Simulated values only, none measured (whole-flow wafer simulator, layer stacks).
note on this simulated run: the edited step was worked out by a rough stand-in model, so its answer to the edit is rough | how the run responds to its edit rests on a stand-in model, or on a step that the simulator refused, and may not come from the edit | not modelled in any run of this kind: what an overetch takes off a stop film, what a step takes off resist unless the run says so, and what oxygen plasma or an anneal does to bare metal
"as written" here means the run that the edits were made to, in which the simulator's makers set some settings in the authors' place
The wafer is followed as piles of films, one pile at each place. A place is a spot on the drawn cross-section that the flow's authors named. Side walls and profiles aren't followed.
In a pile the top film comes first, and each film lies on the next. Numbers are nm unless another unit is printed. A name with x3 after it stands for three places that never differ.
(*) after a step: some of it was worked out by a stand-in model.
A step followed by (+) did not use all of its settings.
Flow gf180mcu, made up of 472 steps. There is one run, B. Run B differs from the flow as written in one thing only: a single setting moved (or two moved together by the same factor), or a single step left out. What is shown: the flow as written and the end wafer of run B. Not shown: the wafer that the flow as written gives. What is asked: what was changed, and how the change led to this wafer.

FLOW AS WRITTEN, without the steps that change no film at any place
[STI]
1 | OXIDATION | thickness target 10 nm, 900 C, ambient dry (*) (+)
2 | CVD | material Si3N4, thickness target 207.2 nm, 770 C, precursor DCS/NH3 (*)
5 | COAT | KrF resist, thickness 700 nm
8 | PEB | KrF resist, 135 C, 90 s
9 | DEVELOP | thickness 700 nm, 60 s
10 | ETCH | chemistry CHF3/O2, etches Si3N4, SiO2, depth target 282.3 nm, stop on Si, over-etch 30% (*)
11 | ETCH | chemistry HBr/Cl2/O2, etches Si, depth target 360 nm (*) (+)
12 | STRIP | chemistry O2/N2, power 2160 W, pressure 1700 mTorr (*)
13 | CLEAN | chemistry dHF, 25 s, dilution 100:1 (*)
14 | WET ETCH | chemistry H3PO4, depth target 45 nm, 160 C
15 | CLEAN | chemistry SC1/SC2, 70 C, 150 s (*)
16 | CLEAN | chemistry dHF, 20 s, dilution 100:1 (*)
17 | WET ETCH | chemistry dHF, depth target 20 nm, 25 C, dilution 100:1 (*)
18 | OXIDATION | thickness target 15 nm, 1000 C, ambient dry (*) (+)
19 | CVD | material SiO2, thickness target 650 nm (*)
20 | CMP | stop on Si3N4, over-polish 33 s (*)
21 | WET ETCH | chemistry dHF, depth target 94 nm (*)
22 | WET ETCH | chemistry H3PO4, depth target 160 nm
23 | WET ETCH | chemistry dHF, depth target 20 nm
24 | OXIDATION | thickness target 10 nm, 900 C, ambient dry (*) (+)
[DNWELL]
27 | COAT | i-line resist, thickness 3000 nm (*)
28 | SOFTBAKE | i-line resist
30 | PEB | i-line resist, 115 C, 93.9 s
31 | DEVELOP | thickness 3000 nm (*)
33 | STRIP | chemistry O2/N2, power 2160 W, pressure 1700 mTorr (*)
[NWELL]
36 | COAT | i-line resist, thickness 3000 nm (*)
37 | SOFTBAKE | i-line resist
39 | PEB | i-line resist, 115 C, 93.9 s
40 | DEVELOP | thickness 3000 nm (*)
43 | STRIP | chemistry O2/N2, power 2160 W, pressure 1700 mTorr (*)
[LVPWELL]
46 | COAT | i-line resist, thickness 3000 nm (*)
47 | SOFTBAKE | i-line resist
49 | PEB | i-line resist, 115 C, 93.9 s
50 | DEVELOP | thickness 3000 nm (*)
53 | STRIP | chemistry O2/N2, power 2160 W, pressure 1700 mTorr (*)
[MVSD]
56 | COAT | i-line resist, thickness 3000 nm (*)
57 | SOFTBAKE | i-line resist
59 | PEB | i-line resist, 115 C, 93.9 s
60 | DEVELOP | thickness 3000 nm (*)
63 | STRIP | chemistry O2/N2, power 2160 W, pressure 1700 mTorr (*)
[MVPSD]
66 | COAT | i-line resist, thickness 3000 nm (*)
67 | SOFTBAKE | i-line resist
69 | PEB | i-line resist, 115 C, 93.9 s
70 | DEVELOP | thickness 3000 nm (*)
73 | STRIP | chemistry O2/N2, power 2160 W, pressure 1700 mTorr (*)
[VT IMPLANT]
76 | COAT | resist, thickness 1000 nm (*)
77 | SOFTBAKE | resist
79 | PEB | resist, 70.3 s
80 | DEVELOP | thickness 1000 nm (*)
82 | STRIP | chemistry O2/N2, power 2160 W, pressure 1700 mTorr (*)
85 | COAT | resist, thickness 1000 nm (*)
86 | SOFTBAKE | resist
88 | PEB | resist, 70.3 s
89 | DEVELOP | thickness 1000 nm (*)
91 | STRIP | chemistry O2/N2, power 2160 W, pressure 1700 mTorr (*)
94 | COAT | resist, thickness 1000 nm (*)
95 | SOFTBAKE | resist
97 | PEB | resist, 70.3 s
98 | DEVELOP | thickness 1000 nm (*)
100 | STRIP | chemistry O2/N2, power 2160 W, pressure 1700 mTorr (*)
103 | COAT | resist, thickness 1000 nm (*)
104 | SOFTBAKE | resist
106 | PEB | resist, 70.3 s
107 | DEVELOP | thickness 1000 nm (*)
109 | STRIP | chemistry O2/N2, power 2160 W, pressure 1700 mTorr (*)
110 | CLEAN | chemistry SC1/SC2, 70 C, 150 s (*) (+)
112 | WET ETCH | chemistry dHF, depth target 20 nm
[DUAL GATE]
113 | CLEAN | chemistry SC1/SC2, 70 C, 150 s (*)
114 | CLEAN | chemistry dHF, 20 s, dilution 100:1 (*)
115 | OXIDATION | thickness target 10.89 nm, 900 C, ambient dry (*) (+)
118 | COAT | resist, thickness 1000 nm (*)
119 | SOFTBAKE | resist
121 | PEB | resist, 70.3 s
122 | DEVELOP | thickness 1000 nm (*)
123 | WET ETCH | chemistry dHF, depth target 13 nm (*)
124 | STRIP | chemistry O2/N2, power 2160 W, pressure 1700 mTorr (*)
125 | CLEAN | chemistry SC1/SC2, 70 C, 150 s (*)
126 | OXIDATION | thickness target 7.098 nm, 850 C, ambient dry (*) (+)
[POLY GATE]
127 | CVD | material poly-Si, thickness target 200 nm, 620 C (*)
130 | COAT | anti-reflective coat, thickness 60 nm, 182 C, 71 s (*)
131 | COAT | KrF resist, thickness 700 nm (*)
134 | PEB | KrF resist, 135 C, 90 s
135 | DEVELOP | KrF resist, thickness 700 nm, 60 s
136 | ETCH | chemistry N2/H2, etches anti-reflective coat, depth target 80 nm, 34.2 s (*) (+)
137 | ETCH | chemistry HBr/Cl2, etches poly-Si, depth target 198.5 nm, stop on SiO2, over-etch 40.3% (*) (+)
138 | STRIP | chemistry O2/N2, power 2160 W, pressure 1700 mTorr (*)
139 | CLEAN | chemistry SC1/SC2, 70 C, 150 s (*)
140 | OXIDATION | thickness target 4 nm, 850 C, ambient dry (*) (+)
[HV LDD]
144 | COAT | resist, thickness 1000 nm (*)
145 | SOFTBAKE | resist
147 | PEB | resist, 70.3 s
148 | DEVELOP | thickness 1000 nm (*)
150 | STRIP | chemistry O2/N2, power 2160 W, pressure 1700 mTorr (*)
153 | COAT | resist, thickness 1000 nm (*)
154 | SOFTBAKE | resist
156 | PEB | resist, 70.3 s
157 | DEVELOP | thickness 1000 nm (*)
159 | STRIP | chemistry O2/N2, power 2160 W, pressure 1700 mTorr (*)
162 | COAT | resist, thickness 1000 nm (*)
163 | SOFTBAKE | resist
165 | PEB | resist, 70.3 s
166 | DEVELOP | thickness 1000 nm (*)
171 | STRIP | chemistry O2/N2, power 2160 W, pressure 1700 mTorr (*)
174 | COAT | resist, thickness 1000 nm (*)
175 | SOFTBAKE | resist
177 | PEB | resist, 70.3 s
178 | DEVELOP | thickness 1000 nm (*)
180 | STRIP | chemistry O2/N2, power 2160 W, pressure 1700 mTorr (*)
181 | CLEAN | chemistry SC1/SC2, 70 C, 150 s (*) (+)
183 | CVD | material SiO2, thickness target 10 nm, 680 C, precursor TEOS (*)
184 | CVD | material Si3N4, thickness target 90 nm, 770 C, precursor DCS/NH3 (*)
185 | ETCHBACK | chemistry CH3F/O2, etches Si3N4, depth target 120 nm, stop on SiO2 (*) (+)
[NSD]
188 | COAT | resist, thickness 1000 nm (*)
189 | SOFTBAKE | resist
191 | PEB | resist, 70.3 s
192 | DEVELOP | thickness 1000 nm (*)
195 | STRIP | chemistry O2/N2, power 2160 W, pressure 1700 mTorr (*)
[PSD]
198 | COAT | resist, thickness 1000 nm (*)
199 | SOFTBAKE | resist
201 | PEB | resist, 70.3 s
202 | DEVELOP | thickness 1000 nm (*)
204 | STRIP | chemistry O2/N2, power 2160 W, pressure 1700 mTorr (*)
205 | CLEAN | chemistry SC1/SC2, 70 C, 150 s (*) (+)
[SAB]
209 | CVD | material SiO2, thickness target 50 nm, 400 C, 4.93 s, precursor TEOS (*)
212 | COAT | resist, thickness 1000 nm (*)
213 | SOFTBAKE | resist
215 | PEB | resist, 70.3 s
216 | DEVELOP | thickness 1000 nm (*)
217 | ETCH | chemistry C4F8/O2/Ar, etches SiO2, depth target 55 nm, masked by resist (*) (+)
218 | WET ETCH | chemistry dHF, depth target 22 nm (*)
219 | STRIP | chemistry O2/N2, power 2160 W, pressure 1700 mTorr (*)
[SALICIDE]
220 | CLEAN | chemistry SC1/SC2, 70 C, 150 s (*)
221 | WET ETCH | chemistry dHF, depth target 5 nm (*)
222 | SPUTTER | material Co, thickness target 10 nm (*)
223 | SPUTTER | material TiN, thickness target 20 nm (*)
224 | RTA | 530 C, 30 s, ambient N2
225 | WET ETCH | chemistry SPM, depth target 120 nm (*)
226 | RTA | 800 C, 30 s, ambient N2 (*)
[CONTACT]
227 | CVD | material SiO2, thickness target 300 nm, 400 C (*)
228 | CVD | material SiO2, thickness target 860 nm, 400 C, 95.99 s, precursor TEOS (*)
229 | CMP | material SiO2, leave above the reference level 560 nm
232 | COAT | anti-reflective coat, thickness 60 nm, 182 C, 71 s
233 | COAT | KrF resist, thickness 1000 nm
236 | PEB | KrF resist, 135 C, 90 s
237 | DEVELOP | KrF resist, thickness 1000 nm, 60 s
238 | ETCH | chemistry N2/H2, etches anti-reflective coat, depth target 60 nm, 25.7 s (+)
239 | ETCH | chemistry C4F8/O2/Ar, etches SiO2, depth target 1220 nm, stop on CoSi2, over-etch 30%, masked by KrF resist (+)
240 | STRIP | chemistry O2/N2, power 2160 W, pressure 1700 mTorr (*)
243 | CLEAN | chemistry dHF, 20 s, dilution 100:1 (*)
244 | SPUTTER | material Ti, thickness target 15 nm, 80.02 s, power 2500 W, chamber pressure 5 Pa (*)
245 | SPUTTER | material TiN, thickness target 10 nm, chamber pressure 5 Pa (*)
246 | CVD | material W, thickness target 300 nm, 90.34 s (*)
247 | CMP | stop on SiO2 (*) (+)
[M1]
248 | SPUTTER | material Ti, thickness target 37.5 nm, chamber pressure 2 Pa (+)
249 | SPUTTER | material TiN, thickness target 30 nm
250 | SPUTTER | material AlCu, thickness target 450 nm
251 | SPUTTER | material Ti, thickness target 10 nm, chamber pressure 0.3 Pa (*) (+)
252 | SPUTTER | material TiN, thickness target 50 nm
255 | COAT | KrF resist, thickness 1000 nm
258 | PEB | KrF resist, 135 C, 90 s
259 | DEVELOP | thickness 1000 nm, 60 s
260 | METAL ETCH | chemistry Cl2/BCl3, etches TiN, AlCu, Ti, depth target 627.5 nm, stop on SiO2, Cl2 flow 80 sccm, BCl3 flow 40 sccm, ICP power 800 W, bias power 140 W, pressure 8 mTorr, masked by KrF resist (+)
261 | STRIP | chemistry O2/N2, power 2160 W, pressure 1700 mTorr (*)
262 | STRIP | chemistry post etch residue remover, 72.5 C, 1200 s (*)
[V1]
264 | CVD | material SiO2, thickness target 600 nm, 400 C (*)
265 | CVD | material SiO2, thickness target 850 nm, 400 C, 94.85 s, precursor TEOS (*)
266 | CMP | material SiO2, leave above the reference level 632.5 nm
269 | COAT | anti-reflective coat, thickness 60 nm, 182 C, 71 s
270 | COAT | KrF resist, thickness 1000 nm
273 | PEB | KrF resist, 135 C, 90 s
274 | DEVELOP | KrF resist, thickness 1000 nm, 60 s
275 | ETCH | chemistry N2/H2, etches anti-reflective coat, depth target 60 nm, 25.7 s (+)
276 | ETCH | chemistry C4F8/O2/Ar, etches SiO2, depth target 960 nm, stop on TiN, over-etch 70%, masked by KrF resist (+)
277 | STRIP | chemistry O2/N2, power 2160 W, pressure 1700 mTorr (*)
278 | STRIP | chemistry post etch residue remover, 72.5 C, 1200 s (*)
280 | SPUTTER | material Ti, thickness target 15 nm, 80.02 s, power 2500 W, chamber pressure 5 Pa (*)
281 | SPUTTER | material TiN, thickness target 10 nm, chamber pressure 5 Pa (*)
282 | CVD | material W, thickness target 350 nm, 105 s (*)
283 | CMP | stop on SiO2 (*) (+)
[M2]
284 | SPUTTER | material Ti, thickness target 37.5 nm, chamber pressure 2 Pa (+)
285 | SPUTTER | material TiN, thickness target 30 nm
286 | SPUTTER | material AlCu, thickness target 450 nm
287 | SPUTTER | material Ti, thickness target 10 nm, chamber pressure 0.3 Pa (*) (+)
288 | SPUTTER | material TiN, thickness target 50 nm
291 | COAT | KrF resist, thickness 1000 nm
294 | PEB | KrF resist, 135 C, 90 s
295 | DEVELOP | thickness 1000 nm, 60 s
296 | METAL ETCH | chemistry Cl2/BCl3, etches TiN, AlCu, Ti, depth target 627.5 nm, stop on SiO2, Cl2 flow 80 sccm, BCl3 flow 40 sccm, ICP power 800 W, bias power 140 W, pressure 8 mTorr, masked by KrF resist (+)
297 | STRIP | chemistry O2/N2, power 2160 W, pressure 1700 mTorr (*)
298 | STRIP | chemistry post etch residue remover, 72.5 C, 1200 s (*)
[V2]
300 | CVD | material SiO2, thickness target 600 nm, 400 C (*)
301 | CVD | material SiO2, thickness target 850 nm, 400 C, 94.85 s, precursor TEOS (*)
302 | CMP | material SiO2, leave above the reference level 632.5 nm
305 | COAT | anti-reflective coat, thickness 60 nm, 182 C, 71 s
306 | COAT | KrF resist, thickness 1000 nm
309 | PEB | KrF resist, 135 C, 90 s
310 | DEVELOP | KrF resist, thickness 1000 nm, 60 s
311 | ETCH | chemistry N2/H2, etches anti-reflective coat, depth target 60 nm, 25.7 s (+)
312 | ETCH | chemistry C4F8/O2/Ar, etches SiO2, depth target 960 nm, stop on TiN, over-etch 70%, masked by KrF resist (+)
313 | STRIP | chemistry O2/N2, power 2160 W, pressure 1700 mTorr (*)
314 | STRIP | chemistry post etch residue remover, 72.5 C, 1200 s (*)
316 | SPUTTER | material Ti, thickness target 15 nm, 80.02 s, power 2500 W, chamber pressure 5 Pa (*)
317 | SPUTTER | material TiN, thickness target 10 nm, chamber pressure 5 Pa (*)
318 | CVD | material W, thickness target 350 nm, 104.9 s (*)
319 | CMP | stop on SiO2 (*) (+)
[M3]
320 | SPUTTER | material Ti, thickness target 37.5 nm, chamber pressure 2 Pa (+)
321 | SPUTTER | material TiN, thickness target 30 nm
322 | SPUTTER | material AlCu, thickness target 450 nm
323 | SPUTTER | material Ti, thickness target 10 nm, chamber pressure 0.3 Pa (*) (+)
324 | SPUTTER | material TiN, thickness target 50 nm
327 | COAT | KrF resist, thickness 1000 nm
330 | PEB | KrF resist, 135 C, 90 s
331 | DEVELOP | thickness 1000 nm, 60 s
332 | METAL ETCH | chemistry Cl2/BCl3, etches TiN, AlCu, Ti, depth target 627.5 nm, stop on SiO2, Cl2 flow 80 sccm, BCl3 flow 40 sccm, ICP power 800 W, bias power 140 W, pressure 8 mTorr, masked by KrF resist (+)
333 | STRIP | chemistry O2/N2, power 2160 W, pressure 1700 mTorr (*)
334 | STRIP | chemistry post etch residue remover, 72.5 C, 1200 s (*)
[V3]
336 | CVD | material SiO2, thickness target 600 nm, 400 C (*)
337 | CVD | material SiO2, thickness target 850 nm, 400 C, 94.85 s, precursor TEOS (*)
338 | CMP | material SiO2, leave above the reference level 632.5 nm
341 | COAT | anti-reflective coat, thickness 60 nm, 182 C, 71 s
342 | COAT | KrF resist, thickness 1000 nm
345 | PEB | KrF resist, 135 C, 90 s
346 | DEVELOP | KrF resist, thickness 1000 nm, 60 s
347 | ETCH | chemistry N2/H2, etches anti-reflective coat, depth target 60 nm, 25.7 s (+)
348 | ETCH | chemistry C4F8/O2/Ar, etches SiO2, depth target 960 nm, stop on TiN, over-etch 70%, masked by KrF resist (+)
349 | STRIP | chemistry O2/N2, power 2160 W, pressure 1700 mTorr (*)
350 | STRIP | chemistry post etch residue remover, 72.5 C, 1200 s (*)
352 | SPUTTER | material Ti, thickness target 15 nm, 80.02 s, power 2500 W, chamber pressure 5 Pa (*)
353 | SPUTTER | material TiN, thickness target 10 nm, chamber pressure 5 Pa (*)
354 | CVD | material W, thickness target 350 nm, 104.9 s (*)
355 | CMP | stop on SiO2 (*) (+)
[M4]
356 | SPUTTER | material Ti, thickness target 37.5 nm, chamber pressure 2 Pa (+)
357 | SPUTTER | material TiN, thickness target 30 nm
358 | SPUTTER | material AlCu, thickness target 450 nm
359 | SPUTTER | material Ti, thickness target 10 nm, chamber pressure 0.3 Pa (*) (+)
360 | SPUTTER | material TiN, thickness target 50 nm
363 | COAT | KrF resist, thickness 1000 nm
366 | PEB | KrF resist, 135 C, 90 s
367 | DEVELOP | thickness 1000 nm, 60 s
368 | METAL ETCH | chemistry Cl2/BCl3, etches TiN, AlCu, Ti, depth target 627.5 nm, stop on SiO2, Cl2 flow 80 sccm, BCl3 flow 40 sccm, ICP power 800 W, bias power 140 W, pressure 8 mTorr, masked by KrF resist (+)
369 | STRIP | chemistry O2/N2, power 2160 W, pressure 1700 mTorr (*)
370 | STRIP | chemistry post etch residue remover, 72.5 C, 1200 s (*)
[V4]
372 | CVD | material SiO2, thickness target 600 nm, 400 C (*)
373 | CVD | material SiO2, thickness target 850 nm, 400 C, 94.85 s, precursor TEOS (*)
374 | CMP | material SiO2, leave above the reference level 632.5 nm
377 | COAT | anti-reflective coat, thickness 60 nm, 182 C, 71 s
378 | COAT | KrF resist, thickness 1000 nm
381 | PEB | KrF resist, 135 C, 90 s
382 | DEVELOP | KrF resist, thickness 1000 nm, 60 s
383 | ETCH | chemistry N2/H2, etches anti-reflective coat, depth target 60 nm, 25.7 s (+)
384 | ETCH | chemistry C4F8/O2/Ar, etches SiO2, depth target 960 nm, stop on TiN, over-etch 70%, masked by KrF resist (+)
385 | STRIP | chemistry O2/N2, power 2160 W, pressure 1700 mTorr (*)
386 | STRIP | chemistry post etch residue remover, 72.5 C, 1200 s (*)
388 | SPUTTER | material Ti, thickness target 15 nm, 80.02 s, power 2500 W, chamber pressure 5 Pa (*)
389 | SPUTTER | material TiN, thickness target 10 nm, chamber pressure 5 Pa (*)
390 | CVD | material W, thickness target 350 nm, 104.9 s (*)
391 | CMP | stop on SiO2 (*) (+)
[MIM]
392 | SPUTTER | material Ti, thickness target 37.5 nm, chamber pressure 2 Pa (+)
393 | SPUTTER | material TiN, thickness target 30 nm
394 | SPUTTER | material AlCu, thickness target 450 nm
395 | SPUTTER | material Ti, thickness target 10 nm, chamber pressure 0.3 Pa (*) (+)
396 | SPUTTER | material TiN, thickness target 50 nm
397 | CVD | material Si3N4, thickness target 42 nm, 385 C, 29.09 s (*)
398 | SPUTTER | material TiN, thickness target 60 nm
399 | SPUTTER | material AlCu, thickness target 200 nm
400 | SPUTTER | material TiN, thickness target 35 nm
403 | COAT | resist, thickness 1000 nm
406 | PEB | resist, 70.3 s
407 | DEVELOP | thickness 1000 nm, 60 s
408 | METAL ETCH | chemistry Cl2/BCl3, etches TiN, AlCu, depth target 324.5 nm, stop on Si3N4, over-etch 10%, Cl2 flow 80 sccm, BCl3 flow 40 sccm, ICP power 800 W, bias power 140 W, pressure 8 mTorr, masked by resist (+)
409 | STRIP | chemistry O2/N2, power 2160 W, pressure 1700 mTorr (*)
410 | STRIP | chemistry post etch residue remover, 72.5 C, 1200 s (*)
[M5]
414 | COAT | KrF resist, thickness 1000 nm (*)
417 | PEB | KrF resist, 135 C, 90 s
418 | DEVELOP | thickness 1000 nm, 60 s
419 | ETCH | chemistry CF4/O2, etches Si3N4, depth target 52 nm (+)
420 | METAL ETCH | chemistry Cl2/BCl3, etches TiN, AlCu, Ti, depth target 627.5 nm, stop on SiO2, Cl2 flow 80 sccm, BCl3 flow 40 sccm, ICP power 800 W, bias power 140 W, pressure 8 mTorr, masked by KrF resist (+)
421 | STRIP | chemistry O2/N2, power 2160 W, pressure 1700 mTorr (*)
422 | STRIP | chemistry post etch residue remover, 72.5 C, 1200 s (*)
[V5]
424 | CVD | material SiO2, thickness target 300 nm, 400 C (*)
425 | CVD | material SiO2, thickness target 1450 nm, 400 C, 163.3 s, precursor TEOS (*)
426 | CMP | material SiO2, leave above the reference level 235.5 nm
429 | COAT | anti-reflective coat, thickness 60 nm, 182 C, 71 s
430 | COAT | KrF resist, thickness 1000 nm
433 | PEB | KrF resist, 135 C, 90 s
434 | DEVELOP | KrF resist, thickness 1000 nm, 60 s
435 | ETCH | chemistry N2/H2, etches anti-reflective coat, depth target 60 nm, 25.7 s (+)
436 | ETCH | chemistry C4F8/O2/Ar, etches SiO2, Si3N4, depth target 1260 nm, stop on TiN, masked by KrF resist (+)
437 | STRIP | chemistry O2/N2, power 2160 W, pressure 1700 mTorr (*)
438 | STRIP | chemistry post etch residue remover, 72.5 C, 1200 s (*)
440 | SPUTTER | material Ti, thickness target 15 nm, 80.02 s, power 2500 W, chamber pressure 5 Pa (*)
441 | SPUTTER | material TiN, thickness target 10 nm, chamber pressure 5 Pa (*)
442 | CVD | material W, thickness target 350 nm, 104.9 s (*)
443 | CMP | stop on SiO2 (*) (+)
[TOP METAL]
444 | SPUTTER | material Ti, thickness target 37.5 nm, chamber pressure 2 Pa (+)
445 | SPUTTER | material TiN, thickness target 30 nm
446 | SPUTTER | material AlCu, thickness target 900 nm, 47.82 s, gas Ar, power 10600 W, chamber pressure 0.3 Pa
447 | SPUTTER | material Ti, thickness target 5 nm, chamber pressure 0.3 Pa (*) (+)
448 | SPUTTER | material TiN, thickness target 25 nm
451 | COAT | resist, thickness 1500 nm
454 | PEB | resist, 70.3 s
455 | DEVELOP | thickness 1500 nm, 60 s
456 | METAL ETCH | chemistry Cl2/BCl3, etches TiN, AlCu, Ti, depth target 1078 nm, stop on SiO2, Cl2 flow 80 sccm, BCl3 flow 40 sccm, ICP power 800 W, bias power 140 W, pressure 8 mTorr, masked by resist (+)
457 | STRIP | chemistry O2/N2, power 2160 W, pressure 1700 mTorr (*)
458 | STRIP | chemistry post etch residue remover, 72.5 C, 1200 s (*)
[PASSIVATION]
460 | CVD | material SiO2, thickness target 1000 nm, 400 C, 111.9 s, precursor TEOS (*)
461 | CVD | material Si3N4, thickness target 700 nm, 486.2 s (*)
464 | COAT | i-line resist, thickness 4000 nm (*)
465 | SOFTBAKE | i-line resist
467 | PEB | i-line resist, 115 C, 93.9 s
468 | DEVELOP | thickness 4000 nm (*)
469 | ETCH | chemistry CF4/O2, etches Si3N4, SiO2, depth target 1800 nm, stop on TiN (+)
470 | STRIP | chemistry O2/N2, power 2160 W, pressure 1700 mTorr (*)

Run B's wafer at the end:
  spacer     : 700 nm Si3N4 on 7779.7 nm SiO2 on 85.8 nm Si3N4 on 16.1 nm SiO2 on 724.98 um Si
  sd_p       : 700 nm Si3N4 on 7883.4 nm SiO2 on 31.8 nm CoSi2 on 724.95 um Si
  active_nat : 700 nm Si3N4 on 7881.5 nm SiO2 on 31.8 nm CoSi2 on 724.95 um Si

What caused this: step 183, CVD: thickness target 8.9 nm was run, while the flow as written has thickness target 10 nm.

The path from the change to this, step by step:
  183 | CVD | material SiO2, thickness target 10 nm, 680 C, precursor TEOS (*)
      field, field__w1, field__w2 and 99 more: +8.9 SiO2 (it would be, as written: +10 SiO2)
      ld_drift_p: +8.78 SiO2 (it would be, as written: +9.87 SiO2)
      (also at 1 further place)
  189 | SOFTBAKE | resist
      field: -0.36 resist (it would be, as written: +3.56 resist)
      active_hv: -0.54 resist (it would be, as written: +2.68 resist)
      (also at 1 further place)
  199 | SOFTBAKE | resist
      field: -0.36 resist (it would be, as written: +3.56 resist)
      active_hv: -0.54 resist (it would be, as written: +2.68 resist)
      (also at 1 further place)
  218 | WET ETCH | chemistry dHF, depth target 22 nm (*)
      gate, gate_hv, gate_p and 23 more: -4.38 SiO2 (all of it) (it would be, as written: -5.48 SiO2 (all of it))
      active, p_well, sd_n, iso_ptap_pw, iso_ntap_nw, iso_ptap_sub, vpnp_e: -7.91 SiO2 (all of it) (it would be, as written: -9.01 SiO2 (all of it))
      (also at 16 further places)
  226 | RTA | 800 C, 30 s, ambient N2 (*)
      ld_sd_p: +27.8 CoSi2 (new film), -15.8 CoSi (all of it), -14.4 Si (it would be, as written: +28.4 CoSi2 (new film), -16.1 CoSi (all of it), -14.7 Si)
